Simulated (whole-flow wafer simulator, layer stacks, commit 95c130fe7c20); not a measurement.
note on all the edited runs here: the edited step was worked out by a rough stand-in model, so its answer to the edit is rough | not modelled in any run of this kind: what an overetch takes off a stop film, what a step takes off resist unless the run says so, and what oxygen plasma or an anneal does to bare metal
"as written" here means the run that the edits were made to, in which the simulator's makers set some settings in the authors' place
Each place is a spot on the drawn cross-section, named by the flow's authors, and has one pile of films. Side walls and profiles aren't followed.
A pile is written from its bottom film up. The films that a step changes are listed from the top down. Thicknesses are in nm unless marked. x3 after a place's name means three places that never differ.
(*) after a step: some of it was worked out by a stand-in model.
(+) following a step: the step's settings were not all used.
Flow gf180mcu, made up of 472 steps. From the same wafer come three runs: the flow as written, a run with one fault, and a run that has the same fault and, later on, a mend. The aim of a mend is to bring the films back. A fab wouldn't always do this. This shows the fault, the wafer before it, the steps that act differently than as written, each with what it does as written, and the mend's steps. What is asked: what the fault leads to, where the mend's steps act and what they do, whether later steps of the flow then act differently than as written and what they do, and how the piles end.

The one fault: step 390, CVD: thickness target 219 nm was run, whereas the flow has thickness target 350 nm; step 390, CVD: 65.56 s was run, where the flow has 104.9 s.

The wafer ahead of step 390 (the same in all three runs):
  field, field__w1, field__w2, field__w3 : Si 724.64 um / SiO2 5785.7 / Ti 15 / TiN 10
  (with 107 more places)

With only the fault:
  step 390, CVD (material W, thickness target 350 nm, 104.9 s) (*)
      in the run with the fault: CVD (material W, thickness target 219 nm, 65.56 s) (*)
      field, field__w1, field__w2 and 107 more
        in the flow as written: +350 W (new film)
        in the run with the fault: +219.9 W (new film)
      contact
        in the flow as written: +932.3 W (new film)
        in the run with the fault: +802.2 W (new film)
  Later steps of the flow acting differently than as written:
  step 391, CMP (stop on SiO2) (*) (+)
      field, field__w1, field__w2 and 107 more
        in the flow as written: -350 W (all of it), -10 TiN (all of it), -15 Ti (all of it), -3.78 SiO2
        in the run with the fault: -219.9 W (all of it), -10 TiN (all of it), -15 Ti (all of it), -2.47 SiO2
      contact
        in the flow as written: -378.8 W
        in the run with the fault: -247.3 W
  The piles end only slightly different from the flow's at the places that both follow, by no more than 2% or 0.5 nm, whichever is larger.

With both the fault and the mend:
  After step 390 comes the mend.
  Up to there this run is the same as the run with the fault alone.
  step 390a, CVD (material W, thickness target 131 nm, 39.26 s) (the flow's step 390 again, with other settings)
      field, field__w1, field__w2 and 108 more
        +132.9 W
  None of the later steps of the flow differs from how it acts as written, at any place that is followed, by more than 2% or 0.5 nm, whichever is larger.
  The piles end only slightly different from the flow's at the places that both follow, by no more than 2% or 0.5 nm, whichever is larger.
